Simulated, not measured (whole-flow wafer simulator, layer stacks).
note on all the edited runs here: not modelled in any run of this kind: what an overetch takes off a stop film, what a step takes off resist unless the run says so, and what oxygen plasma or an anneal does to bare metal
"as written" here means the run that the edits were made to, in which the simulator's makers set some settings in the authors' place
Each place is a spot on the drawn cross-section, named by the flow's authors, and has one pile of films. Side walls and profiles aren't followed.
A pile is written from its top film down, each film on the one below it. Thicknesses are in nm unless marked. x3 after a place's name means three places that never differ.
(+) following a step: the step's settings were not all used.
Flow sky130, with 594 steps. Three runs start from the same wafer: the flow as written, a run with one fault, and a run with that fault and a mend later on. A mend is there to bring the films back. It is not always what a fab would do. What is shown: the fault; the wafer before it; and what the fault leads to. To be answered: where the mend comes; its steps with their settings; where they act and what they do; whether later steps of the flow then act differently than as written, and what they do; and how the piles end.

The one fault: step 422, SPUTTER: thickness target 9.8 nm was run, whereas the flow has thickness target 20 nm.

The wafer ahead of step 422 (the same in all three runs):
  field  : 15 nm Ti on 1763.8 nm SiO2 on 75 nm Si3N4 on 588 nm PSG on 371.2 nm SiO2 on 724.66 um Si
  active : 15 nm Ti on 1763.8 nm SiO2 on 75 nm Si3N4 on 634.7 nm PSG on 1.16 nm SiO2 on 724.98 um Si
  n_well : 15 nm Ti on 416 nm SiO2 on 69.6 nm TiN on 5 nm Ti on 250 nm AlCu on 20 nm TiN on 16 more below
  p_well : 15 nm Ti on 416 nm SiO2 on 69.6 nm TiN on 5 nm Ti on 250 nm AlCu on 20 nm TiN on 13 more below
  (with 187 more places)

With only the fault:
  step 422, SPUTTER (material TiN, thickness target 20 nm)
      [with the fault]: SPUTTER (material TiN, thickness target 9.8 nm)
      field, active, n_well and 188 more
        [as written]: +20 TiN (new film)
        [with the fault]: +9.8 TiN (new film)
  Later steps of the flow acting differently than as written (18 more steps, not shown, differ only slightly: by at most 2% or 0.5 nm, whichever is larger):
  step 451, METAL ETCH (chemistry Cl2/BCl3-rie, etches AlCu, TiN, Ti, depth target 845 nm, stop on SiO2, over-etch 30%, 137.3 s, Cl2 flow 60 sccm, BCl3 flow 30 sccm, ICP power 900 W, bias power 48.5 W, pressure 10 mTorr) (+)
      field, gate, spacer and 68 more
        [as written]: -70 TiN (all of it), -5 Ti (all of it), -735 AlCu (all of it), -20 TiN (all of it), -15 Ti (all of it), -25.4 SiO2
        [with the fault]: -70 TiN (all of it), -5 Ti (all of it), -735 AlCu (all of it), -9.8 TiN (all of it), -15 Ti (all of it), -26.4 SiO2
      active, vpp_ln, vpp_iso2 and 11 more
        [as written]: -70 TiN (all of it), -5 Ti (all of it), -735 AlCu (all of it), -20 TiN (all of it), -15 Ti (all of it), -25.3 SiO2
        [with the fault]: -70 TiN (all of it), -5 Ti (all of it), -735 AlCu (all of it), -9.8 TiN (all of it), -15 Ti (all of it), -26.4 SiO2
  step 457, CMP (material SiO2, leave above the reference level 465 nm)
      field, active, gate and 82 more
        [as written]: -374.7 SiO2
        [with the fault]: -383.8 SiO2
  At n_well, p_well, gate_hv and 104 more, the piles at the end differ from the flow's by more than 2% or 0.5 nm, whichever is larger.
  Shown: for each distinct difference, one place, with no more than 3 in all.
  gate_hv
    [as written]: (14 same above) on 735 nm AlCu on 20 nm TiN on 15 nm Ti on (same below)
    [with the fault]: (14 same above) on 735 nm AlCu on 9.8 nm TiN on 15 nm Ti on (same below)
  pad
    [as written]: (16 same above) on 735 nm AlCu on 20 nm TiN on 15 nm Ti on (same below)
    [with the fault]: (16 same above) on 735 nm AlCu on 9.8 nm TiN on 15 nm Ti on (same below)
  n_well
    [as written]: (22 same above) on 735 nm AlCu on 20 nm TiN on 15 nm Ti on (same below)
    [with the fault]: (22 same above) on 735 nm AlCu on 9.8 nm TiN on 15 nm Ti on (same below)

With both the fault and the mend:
  The mend stands after step 422.
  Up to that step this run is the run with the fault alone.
  step 422a, SPUTTER (material TiN, thickness target 10.2 nm) (a further turn of the flow's step 422, with different settings)
      field, active, n_well and 188 more
        +10.2 TiN
  Every later step of the flow that is run acts as written at every place that is followed.
  The piles end the same as the flow's at every place that both follow.
